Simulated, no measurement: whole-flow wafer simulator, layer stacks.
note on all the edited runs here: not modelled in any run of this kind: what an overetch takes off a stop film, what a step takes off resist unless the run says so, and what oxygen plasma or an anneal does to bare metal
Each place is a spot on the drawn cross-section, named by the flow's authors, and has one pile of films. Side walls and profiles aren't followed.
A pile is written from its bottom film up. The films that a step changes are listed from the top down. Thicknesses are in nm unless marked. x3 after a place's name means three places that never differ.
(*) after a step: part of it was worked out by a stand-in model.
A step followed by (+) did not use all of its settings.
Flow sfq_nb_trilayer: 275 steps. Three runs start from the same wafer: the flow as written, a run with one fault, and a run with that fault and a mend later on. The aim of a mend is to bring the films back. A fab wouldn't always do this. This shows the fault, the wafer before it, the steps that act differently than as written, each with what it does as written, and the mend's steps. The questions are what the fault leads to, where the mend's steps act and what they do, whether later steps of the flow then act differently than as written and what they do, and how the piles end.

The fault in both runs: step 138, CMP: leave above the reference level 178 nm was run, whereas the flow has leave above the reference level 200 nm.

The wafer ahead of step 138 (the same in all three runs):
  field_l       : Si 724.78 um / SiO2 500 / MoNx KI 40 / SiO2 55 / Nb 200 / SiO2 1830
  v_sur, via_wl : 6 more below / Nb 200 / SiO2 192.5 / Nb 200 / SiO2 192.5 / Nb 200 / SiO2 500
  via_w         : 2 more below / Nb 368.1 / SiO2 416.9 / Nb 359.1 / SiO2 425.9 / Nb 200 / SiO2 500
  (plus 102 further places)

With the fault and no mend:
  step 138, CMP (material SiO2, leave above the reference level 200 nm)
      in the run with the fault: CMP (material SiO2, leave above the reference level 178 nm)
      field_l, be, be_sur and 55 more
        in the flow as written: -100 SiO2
        in the run with the fault: -122 SiO2
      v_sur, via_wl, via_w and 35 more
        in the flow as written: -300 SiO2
        in the run with the fault: -322 SiO2
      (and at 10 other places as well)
  Steps later in the flow that act otherwise than as written (7 other steps are not shown; they differ only slightly, by no more than 2% or 0.5 nm, whichever is larger):
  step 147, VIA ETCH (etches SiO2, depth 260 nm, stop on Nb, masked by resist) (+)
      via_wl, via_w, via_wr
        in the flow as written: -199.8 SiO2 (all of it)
        in the run with the fault: -177.8 SiO2 (all of it)
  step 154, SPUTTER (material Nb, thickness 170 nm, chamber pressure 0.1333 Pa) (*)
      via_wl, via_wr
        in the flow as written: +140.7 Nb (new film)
        in the run with the fault: +144.5 Nb (new film)
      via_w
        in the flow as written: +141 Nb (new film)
        in the run with the fault: +144.8 Nb (new film)
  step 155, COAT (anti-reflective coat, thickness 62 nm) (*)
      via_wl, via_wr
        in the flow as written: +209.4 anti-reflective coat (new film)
        in the run with the fault: +188 anti-reflective coat (new film)
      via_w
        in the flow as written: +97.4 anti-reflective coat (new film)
        in the run with the fault: +95.2 anti-reflective coat (new film)
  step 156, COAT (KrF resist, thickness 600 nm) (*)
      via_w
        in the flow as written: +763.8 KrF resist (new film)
        in the run with the fault: +742.9 KrF resist (new film)
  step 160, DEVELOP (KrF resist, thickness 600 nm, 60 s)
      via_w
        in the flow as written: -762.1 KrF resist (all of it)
        in the run with the fault: -741.3 KrF resist (all of it)
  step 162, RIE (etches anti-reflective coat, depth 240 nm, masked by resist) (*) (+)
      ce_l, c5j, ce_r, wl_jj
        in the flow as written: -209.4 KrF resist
        in the run with the fault: -188 KrF resist
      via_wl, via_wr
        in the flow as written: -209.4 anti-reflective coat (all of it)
        in the run with the fault: -188 anti-reflective coat (all of it)
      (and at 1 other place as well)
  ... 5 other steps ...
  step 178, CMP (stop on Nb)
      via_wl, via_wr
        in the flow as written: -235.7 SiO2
        in the run with the fault: -260.2 SiO2
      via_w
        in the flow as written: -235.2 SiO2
        in the run with the fault: -259.7 SiO2
  The piles end different from the flow's at v_sur, via_wl, via_w and 18 more by more than 2% or 0.5 nm, whichever is larger.
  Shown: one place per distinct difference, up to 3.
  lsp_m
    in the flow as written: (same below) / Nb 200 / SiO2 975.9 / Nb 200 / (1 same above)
    in the run with the fault: (same below) / Nb 200 / SiO2 953.9 / Nb 200 / (1 same above)
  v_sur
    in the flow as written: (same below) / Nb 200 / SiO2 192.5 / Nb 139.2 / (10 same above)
    in the run with the fault: (same below) / Nb 200 / SiO2 170.5 / Nb 139.2 / (10 same above)
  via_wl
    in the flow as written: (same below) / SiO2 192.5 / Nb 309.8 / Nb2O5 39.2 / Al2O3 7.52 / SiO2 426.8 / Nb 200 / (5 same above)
    in the run with the fault: (same below) / SiO2 192.5 / Nb 312.4 / Nb2O5 39.1 / Al2O3 7.59 / SiO2 402.3 / Nb 200 / (5 same above)

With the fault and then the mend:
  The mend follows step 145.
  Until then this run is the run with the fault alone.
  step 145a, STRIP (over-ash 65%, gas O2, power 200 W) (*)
      field_l, v_sur, via_sp and 100 more
        -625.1 KrF resist (all of it), -62 anti-reflective coat (all of it)
      via_wl, via_w, via_wr
        -62 anti-reflective coat (all of it)
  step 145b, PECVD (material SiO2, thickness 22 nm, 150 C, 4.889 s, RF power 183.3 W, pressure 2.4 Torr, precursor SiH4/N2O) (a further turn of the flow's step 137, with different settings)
      field_l, v_sur, via_wl and 103 more
        +22 SiO2
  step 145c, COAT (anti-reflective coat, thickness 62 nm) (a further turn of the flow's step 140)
      field_l, v_sur, via_wl and 103 more
        +62 anti-reflective coat (new film)
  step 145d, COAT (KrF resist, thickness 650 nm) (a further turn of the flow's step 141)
      field_l, v_sur, via_wl and 103 more
        +650 KrF resist (new film)
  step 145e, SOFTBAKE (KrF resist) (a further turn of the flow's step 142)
      leaves every film unchanged at each place that is followed
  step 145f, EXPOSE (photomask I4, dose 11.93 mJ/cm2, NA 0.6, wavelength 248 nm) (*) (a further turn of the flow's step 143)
      leaves every film unchanged at each place that is followed
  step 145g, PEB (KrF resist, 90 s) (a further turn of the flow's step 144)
      field_l, v_sur, via_wl and 103 more
        -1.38 KrF resist
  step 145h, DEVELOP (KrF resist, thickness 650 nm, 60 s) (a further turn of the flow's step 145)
      field_l, v_sur, via_sp and 100 more
        -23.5 KrF resist
      via_wl, via_w, via_wr
        -648.6 KrF resist (all of it)
  Later steps of the flow that are run all act as written at every place that is followed, up to a difference of at most 2% or 0.5 nm, whichever is larger.
  At the end the piles are close to the flow's at the places that both follow, differing by at most 2% or 0.5 nm, whichever is larger.
